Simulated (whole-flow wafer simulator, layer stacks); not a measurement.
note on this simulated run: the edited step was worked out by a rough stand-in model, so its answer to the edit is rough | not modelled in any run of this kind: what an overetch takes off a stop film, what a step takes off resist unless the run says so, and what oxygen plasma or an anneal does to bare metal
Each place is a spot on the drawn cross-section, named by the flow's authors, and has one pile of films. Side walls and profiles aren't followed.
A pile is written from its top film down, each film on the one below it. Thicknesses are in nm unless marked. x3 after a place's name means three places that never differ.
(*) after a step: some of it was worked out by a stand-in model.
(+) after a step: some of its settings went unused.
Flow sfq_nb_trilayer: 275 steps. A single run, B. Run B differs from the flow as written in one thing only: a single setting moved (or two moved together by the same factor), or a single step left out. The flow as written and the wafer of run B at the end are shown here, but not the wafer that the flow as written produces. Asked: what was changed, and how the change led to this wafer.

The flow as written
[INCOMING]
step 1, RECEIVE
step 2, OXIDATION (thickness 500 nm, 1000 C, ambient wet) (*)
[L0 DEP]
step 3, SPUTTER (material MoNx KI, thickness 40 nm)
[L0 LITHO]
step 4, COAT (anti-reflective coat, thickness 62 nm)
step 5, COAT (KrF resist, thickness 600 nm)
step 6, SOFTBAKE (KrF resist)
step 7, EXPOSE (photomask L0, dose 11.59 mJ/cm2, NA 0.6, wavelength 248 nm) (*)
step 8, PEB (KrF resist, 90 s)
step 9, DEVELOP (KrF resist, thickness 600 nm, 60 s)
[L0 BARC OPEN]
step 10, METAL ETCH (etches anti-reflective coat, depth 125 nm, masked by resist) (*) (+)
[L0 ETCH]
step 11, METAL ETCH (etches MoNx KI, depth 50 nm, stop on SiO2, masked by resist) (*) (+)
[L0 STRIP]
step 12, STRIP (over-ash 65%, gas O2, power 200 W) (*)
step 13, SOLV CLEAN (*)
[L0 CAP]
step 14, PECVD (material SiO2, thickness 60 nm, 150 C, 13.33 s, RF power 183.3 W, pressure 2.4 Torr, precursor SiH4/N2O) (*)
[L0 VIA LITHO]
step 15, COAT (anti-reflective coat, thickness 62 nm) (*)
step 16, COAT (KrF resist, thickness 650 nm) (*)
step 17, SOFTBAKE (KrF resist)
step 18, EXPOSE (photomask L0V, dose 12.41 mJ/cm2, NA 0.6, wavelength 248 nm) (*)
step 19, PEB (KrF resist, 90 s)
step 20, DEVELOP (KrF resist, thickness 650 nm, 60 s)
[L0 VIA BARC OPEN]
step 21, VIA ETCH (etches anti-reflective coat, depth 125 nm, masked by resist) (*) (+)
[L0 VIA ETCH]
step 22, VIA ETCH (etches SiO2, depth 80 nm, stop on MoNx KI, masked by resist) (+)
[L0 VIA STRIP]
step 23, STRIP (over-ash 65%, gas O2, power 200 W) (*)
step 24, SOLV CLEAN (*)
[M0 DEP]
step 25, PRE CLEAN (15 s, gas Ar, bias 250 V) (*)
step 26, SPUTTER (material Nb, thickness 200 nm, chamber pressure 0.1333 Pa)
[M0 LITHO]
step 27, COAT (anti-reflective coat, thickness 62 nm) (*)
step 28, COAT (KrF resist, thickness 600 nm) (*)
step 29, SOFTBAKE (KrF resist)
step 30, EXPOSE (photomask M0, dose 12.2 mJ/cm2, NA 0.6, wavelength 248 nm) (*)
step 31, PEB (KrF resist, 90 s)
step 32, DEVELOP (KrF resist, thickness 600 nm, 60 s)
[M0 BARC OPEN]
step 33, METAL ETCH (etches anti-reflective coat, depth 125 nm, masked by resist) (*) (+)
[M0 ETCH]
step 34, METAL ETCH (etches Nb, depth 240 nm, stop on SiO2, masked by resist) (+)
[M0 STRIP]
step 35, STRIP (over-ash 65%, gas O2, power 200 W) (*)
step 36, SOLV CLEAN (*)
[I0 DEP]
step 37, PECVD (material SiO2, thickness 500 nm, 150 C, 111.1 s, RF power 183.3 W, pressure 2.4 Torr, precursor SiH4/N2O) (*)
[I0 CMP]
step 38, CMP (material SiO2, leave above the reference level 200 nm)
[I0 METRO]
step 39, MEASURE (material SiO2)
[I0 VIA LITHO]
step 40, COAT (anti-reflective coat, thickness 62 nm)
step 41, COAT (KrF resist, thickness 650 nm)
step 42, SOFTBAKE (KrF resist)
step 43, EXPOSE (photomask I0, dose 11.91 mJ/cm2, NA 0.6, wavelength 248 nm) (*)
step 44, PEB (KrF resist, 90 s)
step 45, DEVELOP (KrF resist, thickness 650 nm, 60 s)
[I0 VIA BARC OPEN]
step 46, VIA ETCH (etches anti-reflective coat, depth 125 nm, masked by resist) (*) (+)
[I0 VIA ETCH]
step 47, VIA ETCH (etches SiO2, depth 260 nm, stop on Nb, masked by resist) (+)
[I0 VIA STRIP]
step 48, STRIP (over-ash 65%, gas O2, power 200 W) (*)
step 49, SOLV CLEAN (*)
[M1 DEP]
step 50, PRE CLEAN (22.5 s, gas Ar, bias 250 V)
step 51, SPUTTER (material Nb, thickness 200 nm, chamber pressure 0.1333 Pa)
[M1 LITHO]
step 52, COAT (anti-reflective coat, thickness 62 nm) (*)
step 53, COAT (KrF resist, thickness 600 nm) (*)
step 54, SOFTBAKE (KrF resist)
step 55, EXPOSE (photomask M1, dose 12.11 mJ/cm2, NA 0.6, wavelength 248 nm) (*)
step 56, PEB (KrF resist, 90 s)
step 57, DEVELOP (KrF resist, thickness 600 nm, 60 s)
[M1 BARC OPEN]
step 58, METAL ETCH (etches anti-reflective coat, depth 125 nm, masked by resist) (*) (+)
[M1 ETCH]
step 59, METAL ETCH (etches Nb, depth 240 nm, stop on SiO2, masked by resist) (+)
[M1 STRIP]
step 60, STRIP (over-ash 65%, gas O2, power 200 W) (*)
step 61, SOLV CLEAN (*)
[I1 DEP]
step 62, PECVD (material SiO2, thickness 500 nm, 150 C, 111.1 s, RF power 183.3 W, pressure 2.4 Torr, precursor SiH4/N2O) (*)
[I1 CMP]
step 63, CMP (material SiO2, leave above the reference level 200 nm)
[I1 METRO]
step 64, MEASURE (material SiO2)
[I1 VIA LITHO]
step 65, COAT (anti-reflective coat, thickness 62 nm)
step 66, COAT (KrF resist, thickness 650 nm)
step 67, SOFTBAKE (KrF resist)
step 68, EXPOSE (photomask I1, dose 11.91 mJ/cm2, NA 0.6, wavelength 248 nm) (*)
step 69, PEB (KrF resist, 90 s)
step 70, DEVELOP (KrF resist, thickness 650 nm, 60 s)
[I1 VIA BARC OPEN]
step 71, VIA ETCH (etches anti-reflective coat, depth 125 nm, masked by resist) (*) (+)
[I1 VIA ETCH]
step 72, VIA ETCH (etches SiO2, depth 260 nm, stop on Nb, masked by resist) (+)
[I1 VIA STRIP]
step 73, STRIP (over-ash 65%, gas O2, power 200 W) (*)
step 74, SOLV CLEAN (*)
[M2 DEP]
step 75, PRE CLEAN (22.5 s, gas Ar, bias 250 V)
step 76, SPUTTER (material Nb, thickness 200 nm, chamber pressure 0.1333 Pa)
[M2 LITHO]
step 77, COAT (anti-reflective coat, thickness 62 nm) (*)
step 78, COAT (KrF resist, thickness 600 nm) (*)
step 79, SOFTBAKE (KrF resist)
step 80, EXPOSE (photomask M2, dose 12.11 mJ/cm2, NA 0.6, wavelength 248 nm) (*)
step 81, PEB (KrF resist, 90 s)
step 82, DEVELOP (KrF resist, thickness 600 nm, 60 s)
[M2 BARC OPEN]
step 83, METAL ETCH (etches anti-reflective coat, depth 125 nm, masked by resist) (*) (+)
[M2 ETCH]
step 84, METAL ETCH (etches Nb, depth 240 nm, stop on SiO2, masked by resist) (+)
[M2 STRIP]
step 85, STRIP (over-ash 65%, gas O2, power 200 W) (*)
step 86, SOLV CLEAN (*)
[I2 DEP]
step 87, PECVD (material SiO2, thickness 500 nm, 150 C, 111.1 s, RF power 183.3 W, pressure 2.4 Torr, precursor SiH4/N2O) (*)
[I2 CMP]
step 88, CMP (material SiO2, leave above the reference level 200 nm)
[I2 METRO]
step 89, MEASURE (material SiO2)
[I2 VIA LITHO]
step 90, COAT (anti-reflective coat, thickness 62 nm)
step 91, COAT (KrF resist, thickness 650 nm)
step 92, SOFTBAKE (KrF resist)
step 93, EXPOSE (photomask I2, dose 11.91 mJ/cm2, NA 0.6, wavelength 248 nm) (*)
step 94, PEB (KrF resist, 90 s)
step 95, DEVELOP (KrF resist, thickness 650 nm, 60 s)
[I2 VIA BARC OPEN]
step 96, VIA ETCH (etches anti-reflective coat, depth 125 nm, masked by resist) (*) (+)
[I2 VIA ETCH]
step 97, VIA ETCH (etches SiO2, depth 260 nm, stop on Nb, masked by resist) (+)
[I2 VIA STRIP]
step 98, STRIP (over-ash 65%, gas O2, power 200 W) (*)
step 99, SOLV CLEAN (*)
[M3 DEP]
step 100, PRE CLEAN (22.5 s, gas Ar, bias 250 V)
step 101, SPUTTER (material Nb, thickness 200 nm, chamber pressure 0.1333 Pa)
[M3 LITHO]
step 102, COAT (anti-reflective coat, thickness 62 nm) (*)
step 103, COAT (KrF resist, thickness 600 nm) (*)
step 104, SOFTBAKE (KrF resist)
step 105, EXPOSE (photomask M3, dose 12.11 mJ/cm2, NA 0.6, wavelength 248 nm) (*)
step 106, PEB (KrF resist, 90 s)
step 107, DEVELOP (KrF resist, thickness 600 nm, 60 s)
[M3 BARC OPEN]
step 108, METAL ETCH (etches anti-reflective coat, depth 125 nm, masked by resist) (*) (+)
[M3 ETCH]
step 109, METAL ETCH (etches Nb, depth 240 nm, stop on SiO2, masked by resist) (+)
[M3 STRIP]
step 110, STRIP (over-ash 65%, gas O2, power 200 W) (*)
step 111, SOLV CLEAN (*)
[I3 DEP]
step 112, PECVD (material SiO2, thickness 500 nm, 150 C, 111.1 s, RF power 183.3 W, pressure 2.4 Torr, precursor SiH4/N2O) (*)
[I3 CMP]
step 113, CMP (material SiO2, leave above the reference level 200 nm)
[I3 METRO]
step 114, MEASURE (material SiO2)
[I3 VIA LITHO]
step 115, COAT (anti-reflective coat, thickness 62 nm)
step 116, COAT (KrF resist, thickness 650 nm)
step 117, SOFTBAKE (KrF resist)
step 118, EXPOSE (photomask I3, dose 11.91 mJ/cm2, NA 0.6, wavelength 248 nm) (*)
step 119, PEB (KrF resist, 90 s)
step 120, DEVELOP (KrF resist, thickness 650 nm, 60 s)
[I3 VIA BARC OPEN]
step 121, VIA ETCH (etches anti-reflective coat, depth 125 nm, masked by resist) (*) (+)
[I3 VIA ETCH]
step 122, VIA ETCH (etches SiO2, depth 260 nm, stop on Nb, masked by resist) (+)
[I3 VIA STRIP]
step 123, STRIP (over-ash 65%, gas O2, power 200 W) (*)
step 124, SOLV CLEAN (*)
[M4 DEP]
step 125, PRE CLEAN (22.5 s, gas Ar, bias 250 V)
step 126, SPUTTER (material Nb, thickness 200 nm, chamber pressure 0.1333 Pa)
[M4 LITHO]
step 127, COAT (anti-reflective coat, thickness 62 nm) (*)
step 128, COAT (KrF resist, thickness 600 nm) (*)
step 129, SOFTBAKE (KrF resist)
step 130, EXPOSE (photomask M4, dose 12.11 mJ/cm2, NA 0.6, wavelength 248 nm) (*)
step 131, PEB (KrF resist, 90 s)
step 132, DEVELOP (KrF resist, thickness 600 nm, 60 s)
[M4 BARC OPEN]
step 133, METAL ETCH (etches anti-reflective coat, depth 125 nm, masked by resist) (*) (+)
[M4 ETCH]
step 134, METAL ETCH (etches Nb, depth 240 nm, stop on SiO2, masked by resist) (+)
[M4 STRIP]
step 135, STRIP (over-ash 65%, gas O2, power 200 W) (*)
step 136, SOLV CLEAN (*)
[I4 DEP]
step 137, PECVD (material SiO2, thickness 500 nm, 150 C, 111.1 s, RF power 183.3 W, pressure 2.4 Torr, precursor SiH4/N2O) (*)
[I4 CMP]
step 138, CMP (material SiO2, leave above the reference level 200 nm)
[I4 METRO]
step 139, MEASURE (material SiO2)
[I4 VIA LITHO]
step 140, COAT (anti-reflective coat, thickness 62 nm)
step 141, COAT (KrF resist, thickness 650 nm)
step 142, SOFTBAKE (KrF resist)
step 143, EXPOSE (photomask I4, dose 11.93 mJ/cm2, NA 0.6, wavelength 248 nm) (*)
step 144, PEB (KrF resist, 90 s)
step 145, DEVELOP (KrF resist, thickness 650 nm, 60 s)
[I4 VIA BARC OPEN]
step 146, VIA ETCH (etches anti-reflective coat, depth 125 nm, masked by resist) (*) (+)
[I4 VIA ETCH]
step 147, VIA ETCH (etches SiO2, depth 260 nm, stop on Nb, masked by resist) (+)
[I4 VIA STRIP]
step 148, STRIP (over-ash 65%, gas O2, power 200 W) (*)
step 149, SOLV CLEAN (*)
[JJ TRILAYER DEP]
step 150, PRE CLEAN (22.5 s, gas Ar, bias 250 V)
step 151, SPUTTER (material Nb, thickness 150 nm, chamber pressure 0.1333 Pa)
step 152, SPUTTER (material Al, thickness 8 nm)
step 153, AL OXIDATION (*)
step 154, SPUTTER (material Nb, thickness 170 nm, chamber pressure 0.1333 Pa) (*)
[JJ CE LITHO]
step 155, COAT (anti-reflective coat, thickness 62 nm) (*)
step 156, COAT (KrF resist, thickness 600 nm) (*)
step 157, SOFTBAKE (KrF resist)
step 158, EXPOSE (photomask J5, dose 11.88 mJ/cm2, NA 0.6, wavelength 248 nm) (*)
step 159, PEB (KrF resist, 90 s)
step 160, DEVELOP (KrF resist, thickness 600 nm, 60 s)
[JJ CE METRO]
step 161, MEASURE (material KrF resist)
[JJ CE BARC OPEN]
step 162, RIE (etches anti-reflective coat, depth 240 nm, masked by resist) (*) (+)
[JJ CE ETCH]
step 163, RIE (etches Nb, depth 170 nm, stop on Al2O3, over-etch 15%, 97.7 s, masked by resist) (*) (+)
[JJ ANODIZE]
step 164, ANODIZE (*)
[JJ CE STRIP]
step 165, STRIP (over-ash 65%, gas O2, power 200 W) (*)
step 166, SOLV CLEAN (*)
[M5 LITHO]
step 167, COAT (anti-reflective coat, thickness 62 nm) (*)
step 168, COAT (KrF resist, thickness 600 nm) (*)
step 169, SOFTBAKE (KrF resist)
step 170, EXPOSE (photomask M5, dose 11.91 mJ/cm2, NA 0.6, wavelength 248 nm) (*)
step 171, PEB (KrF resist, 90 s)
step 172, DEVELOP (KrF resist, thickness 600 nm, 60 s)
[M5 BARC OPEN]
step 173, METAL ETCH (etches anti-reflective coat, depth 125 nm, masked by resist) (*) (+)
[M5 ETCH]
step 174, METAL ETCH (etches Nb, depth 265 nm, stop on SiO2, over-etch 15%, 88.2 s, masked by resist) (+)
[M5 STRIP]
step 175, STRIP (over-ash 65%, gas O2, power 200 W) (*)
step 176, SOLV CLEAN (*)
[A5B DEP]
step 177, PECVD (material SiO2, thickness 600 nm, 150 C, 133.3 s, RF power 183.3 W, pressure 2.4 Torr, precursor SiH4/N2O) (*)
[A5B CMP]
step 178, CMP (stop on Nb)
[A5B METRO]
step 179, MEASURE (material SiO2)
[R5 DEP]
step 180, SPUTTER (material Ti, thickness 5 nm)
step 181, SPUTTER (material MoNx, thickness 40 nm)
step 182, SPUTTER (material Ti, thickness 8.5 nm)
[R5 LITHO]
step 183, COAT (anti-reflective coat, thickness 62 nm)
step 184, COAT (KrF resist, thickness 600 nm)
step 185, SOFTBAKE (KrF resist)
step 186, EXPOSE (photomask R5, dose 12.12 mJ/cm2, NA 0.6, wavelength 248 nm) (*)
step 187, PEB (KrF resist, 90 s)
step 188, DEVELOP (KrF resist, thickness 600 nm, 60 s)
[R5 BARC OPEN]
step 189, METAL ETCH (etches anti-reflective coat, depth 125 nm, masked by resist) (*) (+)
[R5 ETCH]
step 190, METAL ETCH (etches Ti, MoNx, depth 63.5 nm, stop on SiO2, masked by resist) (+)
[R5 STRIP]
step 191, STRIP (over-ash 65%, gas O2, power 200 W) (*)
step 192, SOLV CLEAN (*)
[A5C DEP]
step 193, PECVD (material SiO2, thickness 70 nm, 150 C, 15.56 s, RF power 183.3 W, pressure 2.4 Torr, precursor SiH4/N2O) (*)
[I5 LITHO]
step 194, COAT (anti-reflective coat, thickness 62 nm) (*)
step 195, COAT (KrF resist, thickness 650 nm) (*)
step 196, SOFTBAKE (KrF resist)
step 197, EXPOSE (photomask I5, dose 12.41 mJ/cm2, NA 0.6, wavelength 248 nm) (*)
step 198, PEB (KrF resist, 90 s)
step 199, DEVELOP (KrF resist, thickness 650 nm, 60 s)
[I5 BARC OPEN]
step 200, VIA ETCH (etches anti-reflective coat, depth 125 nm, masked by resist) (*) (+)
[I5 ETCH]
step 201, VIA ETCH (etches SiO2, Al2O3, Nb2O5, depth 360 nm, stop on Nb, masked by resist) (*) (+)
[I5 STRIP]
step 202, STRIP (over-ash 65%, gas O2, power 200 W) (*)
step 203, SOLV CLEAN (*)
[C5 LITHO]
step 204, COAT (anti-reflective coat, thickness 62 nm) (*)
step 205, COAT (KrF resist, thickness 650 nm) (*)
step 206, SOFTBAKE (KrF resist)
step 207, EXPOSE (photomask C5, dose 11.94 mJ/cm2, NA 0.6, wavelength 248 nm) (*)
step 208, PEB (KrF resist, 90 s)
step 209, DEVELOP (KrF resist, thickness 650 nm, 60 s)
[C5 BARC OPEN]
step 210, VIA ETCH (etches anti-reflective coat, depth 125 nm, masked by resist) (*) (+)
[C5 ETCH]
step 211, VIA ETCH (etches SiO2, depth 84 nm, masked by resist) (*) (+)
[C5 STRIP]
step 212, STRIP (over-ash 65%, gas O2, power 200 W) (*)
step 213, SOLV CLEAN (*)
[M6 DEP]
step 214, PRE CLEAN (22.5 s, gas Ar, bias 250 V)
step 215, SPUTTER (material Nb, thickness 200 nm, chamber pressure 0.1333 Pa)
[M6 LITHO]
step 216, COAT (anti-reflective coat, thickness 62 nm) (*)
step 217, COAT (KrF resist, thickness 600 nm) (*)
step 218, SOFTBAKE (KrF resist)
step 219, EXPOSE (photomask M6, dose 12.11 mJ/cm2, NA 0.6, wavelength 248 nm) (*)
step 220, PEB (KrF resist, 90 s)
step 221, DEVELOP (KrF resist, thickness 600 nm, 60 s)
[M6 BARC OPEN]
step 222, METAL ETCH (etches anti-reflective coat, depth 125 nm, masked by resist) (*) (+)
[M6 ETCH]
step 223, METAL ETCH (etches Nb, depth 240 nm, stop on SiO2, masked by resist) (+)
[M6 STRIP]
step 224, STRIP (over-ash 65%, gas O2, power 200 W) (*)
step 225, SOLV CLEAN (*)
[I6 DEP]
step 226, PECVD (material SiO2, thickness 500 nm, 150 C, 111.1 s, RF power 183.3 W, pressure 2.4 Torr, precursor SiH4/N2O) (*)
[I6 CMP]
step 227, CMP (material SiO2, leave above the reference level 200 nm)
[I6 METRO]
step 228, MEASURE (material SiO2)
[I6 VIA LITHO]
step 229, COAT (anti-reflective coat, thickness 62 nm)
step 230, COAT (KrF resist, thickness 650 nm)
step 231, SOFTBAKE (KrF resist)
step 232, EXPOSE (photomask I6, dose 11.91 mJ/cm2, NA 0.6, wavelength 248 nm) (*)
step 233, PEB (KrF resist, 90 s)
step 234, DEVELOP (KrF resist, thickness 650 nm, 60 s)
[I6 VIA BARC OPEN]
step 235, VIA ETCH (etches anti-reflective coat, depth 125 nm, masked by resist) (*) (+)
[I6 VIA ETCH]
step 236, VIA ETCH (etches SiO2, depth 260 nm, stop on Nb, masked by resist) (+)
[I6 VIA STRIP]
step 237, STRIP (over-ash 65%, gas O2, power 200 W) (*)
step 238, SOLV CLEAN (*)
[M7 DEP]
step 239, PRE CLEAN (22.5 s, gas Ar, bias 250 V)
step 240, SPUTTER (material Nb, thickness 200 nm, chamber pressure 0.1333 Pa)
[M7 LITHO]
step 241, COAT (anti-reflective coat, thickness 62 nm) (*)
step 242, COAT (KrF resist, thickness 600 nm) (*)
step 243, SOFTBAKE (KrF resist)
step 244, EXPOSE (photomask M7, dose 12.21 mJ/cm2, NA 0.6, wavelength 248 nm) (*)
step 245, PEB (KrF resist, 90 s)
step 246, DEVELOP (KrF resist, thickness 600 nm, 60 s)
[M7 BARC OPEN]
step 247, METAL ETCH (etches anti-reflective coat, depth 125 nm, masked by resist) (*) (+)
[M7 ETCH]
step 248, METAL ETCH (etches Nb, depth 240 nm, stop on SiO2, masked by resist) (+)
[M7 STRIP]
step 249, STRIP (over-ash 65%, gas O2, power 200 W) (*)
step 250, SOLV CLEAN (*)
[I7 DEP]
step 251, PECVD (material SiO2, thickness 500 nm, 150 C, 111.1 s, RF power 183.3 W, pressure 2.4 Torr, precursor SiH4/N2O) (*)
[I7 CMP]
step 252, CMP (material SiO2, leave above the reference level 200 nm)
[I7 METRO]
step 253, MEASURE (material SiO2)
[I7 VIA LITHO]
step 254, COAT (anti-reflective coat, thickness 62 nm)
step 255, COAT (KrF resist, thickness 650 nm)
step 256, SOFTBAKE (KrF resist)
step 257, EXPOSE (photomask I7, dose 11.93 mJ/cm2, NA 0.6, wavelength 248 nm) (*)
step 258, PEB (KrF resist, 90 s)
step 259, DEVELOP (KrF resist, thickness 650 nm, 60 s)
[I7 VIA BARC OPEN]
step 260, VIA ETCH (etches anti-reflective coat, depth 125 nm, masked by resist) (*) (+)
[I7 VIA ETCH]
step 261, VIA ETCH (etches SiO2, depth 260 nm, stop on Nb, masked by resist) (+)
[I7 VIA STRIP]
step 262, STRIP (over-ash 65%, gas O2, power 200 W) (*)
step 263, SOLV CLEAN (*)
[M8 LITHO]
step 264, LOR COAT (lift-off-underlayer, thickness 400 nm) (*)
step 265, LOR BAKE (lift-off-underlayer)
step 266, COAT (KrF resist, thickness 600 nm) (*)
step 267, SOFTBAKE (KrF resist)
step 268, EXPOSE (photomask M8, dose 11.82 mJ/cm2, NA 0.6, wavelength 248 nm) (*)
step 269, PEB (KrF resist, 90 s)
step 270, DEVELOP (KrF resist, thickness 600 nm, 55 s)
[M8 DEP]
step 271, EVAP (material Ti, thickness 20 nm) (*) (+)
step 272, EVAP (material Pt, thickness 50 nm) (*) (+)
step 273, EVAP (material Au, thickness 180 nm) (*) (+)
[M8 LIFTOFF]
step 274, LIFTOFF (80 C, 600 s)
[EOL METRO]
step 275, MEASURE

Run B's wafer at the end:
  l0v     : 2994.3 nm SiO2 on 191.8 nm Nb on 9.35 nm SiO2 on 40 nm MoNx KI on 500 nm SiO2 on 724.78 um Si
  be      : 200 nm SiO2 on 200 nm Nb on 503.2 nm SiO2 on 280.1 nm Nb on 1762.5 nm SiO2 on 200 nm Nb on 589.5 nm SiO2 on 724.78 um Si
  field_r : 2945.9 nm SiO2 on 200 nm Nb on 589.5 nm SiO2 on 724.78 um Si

The reason: step 14, PECVD: thickness 94.5 nm was run, while the flow as written has thickness 60 nm; step 14, PECVD: 21 s was run, where the flow has 13.33 s.

The path from the change to this, step by step:
  step 14, PECVD (material SiO2, thickness 60 nm, 150 C, 13.33 s, RF power 183.3 W, pressure 2.4 Torr, precursor SiH4/N2O) (*)
      v_sur, via_wl, via_w and 97 more: +94.5 SiO2 (in the flow as written it would be: +60 SiO2)
      field_l, l0_sur, l0v, l0r_line_l, l0r_line_c, l0r_line_r: +94.5 SiO2 (new film) (in the flow as written it would be: +60 SiO2 (new film))
  step 22, VIA ETCH (etches SiO2, depth 80 nm, stop on MoNx KI, masked by resist) (+)
      l0v: -80 SiO2 (in the flow as written it would be: -59.8 SiO2 (all of it))
  step 25, PRE CLEAN (15 s, gas Ar, bias 250 V) (*)
      l0v: -5 SiO2 (in the flow as written it would be: -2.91 MoNx KI)
  step 27, COAT (anti-reflective coat, thickness 62 nm) (*)
      l0_sur: +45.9 anti-reflective coat (new film) (in the flow as written it would be: +47.5 anti-reflective coat (new film))
      l0v: +83.5 anti-reflective coat (new film) (in the flow as written it would be: +78 anti-reflective coat (new film))
  step 28, COAT (KrF resist, thickness 600 nm) (*)
      l0v: +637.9 KrF resist (new film) (in the flow as written it would be: +622.9 KrF resist (new film))
  step 35, STRIP (over-ash 65%, gas O2, power 200 W) (*)
      l0_sur: -369.6 KrF resist (all of it), -45.9 anti-reflective coat (all of it) (in the flow as written it would be: -372 KrF resist (all of it), -47.5 anti-reflective coat (all of it))
      l0v: -420.2 KrF resist (all of it), -83.5 anti-reflective coat (all of it) (in the flow as written it would be: -405.3 KrF resist (all of it), -78 anti-reflective coat (all of it))
  step 38, CMP (material SiO2, leave above the reference level 200 nm)
      l0v: -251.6 SiO2 (in the flow as written it would be: -277.8 SiO2)
With metal films that touch counted as one body, l0v has 2 bodies (between them, from the top down: SiO2 9.35); the flow as written gives 1 body.
